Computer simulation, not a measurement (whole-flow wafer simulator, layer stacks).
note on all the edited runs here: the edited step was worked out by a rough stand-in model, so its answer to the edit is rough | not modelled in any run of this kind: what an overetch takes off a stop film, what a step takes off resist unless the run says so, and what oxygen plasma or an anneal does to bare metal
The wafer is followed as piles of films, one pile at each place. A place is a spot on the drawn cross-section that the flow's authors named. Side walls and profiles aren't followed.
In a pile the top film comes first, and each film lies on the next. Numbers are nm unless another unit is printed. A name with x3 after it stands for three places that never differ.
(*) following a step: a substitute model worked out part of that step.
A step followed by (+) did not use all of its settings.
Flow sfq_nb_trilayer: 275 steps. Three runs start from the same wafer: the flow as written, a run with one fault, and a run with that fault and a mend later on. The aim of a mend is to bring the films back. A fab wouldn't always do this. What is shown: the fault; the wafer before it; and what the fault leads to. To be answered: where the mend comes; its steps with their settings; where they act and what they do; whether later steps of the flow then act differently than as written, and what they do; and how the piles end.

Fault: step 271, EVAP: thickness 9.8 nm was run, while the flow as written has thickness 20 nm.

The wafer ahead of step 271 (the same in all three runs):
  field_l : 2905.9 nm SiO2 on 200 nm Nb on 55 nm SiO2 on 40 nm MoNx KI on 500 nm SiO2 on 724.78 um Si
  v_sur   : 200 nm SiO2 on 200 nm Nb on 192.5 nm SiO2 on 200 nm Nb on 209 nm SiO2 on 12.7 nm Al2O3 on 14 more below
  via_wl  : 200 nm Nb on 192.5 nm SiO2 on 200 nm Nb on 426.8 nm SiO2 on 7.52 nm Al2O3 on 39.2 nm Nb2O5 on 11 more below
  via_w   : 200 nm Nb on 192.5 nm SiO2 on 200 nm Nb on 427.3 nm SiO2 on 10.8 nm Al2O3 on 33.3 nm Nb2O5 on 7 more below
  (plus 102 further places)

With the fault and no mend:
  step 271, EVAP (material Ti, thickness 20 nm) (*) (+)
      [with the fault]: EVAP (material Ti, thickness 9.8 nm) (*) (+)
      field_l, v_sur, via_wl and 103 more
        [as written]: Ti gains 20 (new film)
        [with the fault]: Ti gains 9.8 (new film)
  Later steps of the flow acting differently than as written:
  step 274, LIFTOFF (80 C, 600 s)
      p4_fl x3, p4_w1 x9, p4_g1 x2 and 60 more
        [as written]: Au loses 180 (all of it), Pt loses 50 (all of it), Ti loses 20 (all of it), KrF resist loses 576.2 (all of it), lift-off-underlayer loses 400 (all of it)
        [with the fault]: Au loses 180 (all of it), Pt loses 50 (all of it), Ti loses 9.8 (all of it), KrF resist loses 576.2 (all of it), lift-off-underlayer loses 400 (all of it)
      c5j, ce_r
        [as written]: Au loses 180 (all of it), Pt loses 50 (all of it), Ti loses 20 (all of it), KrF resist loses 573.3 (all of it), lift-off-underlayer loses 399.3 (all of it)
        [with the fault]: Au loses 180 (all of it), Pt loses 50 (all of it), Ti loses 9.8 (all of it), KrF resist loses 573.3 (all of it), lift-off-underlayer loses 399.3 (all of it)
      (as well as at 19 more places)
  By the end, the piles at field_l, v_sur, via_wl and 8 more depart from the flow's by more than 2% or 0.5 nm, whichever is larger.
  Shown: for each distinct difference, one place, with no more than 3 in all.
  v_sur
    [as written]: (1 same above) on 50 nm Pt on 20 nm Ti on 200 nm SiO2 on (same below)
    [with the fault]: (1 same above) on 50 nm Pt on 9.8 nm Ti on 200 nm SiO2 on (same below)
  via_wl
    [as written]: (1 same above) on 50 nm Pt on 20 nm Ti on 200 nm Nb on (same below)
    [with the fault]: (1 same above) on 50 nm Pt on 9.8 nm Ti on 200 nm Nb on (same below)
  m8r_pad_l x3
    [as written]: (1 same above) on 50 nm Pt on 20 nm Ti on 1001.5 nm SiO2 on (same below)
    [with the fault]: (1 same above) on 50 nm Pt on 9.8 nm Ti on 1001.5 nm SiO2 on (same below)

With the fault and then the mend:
  The mend stands after step 271.
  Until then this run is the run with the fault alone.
  step 271a, EVAP (material Ti, thickness 10.2 nm) (*) (+) (the flow's step 271, run once more with other settings)
      field_l, v_sur, via_wl and 103 more
        Ti gains 10.2
  Later steps of the flow that are run all act as written at every place that is followed.
  The piles end the same as the flow's at every place that both follow.
